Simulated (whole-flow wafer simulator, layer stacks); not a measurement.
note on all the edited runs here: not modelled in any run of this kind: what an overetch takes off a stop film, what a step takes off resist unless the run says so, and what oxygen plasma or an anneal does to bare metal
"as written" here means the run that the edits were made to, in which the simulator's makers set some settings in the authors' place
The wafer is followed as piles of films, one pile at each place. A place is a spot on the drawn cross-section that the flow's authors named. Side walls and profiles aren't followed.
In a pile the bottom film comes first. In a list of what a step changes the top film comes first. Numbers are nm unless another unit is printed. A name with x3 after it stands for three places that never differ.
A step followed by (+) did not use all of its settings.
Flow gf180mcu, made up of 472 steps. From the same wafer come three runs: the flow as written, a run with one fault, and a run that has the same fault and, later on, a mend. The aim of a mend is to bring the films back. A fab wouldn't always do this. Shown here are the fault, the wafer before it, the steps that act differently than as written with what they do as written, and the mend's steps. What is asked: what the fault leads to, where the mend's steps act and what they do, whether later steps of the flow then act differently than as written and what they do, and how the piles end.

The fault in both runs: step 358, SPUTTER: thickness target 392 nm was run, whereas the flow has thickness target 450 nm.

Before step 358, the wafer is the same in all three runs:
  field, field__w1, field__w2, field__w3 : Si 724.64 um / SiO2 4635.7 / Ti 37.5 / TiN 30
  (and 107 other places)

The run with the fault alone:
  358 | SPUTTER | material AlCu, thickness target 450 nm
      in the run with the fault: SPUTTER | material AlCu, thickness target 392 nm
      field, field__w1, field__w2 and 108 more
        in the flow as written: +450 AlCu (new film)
        in the run with the fault: +392 AlCu (new film)
  Later steps of the flow acting differently than as written:
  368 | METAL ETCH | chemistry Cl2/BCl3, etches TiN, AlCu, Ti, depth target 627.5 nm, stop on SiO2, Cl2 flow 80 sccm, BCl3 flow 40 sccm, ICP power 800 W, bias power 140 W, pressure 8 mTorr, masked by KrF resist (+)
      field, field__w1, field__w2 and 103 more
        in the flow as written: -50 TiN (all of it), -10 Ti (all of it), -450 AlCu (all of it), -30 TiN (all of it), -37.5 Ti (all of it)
        in the run with the fault: -50 TiN (all of it), -10 Ti (all of it), -392 AlCu (all of it), -30 TiN (all of it), -37.5 Ti (all of it)
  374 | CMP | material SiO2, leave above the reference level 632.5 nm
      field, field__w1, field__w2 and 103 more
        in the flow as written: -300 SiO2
        in the run with the fault: -358 SiO2
  At field__w8, contact, m1, m1__w1, m1_nw, the piles at the end differ from the flow's by more than 2% or 0.5 nm, whichever is larger.
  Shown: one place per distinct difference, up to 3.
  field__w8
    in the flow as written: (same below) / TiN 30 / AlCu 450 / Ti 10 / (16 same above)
    in the run with the fault: (same below) / TiN 30 / AlCu 392 / Ti 10 / (16 same above)
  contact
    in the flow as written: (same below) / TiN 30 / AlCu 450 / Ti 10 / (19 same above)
    in the run with the fault: (same below) / TiN 30 / AlCu 392 / Ti 10 / (19 same above)

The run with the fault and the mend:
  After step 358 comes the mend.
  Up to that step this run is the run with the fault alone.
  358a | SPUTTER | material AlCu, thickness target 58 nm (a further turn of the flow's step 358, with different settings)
      field, field__w1, field__w2 and 108 more
        +58 AlCu
  Later steps of the flow that are run all act as written at every place that is followed.
  The piles end the same as the flow's at every place that both follow.
